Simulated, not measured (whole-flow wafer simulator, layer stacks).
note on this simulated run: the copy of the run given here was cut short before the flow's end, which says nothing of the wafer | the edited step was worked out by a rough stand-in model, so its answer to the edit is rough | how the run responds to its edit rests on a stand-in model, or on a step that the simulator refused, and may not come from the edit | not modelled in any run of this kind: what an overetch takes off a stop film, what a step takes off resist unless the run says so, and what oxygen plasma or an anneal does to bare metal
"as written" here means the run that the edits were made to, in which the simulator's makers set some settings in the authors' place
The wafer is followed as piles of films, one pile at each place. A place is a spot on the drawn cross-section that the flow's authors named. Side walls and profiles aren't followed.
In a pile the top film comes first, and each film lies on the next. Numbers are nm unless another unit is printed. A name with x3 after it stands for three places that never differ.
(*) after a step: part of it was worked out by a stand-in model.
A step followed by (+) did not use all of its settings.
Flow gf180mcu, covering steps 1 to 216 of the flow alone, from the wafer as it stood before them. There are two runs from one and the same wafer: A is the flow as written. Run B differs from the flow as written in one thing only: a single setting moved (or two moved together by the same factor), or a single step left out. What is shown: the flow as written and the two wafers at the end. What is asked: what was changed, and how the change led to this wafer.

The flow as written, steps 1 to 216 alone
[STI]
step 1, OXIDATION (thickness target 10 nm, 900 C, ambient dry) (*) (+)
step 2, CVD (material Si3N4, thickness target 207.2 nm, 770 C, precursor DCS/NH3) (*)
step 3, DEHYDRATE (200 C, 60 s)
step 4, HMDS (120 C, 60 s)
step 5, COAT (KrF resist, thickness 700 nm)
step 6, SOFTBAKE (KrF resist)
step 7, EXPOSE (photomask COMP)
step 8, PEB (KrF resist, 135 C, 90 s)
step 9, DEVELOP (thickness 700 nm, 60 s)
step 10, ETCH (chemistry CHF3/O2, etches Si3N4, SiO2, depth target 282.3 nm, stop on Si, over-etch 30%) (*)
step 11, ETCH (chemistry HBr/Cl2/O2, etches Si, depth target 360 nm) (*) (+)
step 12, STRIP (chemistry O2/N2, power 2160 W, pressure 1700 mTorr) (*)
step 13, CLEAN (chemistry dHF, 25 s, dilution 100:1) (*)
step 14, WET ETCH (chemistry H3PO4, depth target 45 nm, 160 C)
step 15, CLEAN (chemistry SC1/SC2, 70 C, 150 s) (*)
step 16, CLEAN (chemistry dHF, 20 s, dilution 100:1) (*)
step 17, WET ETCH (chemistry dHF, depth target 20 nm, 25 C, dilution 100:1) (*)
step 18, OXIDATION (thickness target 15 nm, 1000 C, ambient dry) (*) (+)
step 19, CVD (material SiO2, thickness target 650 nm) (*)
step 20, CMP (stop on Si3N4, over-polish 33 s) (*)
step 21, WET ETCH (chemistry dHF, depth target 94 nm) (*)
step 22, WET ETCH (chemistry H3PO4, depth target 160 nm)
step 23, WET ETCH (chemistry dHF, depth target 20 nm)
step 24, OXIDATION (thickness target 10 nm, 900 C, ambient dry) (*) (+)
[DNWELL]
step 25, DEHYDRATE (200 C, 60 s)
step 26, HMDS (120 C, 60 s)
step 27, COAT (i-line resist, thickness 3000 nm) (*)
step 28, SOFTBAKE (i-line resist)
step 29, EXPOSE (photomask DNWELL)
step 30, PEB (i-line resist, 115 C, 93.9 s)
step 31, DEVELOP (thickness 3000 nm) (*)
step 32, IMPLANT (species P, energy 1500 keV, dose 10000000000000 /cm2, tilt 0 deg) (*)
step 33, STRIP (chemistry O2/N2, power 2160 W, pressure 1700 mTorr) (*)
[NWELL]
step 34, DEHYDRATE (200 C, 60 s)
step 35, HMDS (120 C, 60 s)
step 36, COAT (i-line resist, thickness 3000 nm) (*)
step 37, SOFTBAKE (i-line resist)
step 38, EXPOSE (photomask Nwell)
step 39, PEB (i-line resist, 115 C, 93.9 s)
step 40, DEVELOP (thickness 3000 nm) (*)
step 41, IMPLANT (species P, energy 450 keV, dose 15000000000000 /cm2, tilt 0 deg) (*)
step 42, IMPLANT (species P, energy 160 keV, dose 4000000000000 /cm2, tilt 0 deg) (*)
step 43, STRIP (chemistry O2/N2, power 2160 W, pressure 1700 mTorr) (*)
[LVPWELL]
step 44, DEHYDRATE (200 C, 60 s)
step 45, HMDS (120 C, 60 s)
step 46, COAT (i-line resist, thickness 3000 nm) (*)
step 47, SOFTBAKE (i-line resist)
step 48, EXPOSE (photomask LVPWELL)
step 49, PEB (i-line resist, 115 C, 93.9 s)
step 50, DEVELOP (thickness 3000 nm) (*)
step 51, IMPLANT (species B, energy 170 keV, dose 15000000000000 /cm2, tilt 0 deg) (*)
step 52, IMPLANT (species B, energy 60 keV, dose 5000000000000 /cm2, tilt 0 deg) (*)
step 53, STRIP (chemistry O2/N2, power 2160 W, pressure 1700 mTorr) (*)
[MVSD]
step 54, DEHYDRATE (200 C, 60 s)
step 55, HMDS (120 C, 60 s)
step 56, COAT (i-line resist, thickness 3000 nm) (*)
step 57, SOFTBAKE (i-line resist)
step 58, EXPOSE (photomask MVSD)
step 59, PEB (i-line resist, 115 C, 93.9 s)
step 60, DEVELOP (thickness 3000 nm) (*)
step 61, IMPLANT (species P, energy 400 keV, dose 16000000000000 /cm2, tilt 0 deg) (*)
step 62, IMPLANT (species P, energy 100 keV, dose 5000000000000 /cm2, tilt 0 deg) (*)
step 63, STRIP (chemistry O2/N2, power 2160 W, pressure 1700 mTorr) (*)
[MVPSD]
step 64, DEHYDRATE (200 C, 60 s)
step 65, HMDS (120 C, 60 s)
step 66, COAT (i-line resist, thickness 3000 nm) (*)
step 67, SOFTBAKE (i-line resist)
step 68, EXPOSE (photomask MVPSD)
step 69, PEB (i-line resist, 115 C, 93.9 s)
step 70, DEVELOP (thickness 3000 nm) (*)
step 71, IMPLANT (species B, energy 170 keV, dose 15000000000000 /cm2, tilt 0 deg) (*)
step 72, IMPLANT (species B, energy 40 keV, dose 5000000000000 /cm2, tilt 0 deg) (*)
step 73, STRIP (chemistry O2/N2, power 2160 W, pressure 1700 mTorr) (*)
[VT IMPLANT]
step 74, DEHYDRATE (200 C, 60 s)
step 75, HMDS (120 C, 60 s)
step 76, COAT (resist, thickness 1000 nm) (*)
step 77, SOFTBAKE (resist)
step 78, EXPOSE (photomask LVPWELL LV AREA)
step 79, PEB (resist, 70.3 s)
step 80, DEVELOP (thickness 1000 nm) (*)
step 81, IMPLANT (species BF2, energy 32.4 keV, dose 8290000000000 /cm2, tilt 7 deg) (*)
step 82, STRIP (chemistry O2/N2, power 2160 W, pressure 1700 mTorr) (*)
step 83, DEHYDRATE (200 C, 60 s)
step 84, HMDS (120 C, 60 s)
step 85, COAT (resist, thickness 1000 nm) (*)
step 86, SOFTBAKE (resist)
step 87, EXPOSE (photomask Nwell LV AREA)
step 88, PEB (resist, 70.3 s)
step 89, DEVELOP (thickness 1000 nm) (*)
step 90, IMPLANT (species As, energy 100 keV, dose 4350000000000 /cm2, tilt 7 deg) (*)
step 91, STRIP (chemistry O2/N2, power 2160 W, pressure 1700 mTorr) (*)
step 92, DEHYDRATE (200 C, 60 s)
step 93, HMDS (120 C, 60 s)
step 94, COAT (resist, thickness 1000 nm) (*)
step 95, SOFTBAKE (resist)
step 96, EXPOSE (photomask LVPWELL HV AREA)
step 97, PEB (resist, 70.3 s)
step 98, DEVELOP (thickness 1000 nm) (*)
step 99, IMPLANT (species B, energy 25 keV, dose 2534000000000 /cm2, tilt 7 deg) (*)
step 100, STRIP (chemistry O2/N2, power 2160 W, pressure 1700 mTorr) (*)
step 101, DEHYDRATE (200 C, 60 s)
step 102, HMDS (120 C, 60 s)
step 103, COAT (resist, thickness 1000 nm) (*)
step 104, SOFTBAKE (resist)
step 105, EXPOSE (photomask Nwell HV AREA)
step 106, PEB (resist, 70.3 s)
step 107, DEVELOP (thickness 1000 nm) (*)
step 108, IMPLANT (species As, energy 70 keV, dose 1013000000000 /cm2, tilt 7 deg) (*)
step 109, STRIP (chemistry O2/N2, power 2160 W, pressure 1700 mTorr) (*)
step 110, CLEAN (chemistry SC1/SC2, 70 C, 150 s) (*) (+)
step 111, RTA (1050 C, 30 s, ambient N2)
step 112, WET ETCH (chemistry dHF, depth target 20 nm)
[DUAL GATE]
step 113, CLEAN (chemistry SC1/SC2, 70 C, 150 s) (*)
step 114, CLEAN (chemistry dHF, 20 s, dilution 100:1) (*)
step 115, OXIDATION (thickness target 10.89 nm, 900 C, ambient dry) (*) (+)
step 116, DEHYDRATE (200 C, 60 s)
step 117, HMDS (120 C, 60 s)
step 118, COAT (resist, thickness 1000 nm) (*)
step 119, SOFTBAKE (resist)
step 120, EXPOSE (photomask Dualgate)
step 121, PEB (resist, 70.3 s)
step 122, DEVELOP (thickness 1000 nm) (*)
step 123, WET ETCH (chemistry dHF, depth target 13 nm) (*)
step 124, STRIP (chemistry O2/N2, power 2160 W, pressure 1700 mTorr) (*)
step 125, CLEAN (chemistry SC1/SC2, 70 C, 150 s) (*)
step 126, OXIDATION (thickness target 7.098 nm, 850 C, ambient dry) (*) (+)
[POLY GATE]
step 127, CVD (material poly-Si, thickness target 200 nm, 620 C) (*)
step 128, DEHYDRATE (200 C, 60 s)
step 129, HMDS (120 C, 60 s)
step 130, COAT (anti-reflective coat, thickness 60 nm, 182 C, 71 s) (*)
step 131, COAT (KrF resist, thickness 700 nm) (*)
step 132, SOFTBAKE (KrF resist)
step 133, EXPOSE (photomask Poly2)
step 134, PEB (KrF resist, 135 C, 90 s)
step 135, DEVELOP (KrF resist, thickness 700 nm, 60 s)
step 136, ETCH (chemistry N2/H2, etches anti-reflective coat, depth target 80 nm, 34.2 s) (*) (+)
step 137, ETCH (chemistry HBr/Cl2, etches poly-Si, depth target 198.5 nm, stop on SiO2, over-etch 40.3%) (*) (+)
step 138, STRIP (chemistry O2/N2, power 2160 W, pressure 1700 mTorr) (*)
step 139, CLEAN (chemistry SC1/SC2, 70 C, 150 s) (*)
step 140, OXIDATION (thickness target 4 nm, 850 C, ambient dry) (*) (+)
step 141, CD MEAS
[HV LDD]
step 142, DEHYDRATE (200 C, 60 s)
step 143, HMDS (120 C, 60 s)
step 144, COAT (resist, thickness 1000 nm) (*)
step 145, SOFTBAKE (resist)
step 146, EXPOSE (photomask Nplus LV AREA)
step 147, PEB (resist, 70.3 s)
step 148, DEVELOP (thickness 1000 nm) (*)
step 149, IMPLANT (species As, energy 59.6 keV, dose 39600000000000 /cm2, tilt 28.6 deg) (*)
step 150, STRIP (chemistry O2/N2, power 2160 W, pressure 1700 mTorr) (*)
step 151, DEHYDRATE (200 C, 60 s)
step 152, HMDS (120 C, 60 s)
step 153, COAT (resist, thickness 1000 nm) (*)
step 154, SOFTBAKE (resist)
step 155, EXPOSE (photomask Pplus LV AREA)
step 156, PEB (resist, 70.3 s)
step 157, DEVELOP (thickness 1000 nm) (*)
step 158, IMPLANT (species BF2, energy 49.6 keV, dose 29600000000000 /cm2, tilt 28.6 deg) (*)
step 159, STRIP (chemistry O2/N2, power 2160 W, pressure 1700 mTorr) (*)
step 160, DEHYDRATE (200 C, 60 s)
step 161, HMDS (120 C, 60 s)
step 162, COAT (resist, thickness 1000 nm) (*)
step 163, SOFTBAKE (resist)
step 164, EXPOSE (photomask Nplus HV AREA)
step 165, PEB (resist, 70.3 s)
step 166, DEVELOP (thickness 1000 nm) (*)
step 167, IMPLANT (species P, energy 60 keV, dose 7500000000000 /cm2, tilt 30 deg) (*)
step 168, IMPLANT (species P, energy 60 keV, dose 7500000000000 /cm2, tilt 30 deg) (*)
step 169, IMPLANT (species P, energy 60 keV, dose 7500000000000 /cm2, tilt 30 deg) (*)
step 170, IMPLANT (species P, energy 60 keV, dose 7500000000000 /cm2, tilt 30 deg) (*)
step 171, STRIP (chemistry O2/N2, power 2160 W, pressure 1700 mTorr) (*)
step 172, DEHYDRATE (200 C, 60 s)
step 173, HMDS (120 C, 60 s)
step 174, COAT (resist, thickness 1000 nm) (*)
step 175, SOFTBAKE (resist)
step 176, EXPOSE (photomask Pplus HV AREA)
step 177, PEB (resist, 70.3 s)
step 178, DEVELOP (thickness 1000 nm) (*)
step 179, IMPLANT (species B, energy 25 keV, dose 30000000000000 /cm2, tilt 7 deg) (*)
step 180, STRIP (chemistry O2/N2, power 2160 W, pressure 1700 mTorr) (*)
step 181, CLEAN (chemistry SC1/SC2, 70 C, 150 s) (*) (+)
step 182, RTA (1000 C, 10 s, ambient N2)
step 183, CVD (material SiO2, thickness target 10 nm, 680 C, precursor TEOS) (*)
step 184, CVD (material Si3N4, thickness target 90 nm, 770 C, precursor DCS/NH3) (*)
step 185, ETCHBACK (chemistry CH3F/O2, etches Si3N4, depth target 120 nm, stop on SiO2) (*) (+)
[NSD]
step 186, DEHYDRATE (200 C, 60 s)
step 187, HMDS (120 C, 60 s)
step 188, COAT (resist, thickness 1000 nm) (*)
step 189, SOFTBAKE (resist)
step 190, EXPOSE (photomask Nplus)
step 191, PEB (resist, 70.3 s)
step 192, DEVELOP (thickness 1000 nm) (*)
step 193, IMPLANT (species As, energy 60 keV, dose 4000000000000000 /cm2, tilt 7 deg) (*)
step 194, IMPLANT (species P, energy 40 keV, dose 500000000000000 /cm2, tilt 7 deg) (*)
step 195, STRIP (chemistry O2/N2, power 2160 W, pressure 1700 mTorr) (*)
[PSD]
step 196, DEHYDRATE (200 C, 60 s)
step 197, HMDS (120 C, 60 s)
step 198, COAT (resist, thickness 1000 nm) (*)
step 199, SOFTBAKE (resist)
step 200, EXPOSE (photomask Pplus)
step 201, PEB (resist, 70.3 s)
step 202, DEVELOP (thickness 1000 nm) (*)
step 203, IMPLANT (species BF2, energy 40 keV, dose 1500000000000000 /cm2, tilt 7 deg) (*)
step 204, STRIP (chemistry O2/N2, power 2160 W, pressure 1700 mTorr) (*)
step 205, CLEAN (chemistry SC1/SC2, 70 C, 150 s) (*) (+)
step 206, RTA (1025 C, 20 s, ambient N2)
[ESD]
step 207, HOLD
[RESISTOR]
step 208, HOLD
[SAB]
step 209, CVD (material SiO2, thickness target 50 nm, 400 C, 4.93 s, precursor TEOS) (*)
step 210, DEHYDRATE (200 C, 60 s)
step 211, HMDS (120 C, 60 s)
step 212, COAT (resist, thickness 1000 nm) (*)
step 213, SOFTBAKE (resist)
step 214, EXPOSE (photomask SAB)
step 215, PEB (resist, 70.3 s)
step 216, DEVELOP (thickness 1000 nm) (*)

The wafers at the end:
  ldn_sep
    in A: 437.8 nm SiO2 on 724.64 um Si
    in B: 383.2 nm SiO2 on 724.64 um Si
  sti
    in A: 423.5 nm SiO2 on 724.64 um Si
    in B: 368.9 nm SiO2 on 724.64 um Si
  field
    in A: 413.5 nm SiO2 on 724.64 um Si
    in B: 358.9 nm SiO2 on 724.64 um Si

Cause: step 21, WET ETCH: depth target 149 nm was run, whereas the flow has depth target 94 nm.

The path from the change to this, step by step:
  step 21, WET ETCH (chemistry dHF, depth target 94 nm) (*)
      active, n_well, p_well and 40 more: A Si3N4 loses 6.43 | B Si3N4 loses 10.1
      field, field_sub, sti and 34 more: A SiO2 loses 94 | B SiO2 loses 149
  step 22, WET ETCH (chemistry H3PO4, depth target 160 nm)
      active, n_well, p_well and 40 more: A Si3N4 loses 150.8 (all of it), SiO2 loses 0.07 | B Si3N4 loses 147 (all of it), SiO2 loses 0.1
  step 28, SOFTBAKE (i-line resist)
      field: A i-line resist gains 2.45 | B i-line resist loses 1.49
      field_sub: A i-line resist gains 1.87 | B i-line resist loses 1.17
      (and at 60 other places as well)
  step 37, SOFTBAKE (i-line resist)
      field: A i-line resist gains 2.45 | B i-line resist loses 1.49
      field_sub: A i-line resist gains 1.87 | B i-line resist loses 1.17
      (and at 60 other places as well)
  step 47, SOFTBAKE (i-line resist)
      field: A i-line resist gains 2.45 | B i-line resist loses 1.49
      field_sub: A i-line resist gains 1.87 | B i-line resist loses 1.17
      (and at 60 other places as well)
  step 57, SOFTBAKE (i-line resist)
      field: A i-line resist gains 2.45 | B i-line resist loses 1.49
      field_sub: A i-line resist gains 1.87 | B i-line resist loses 1.17
      (and at 60 other places as well)
  step 67, SOFTBAKE (i-line resist)
      field: A i-line resist gains 2.45 | B i-line resist loses 1.49
      field_sub: A i-line resist gains 1.87 | B i-line resist loses 1.17
      (and at 60 other places as well)
  step 76, COAT (resist, thickness 1000 nm) (*)
      p_well, spacer, sd_n: A resist gains 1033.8 (new film) | B resist gains 980.3 (new film)
      field: A resist gains 989.5 (new film) | B resist gains 1010.5 (new film)
      (and at 51 other places as well)
  step 77, SOFTBAKE (resist)
      field: A resist loses 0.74 | B nothing
      field__w2: A resist loses 0.43 | B resist gains 0.27
      (and at 57 other places as well)
  step 79, PEB (resist, 70.3 s)
      iso_ptap_sub, ldn_tap, ldn_src and 8 more: A resist loses 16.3 | B resist loses 15.7
      pplus_u, iso_ptap_pw, iso_ntap_nw, vpnp_e: A resist loses 16.3 | B resist loses 15.6
      (and at 7 other places as well)
  step 80, DEVELOP (thickness 1000 nm) (*)
      p_well, spacer, sd_n: A resist loses 1017.4 (all of it) | B resist loses 964.7 (all of it)
      field: A resist loses 973 (all of it) | B resist loses 994.4 (all of it)
      (and at 6 other places as well)
  step 82, STRIP (chemistry O2/N2, power 2160 W, pressure 1700 mTorr) (*)
      field__w6: A resist loses 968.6 (all of it) | B resist loses 999.7 (all of it)
      field_sub: A resist loses 966.6 (all of it) | B resist loses 994.3 (all of it)
      (and at 43 other places as well)
  step 85, COAT (resist, thickness 1000 nm) (*)
      p_well, spacer, sd_n: A resist gains 1033.8 (new film) | B resist gains 980.3 (new film)
      field: A resist gains 989.5 (new film) | B resist gains 1010.5 (new film)
      (and at 51 other places as well)
  step 86, SOFTBAKE (resist)
      field: A resist loses 0.74 | B nothing
      field__w2: A resist loses 0.43 | B resist gains 0.27
      (and at 57 other places as well)
  step 88, PEB (resist, 70.3 s)
      iso_ptap_sub, ldn_tap, ldn_src and 8 more: A resist loses 16.3 | B resist loses 15.7
      pplus_u, iso_ptap_pw, iso_ntap_nw, vpnp_e: A resist loses 16.3 | B resist loses 15.6
      (and at 7 other places as well)
  step 89, DEVELOP (thickness 1000 nm) (*)
      n_well: A resist loses 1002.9 (all of it) | B resist loses 973.1 (all of it)
      sd_p: A resist loses 1001.9 (all of it) | B resist loses 973.4 (all of it)
      (and at 5 other places as well)
  ... another 55 steps ...
  step 216, DEVELOP (thickness 1000 nm) (*)
      p_well, sd_n: A resist loses 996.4 (all of it) | B resist loses 942.3 (all of it)
      field__w1: A resist loses 1017.5 (all of it) | B resist loses 1043.1 (all of it)
      (and at 49 other places as well)
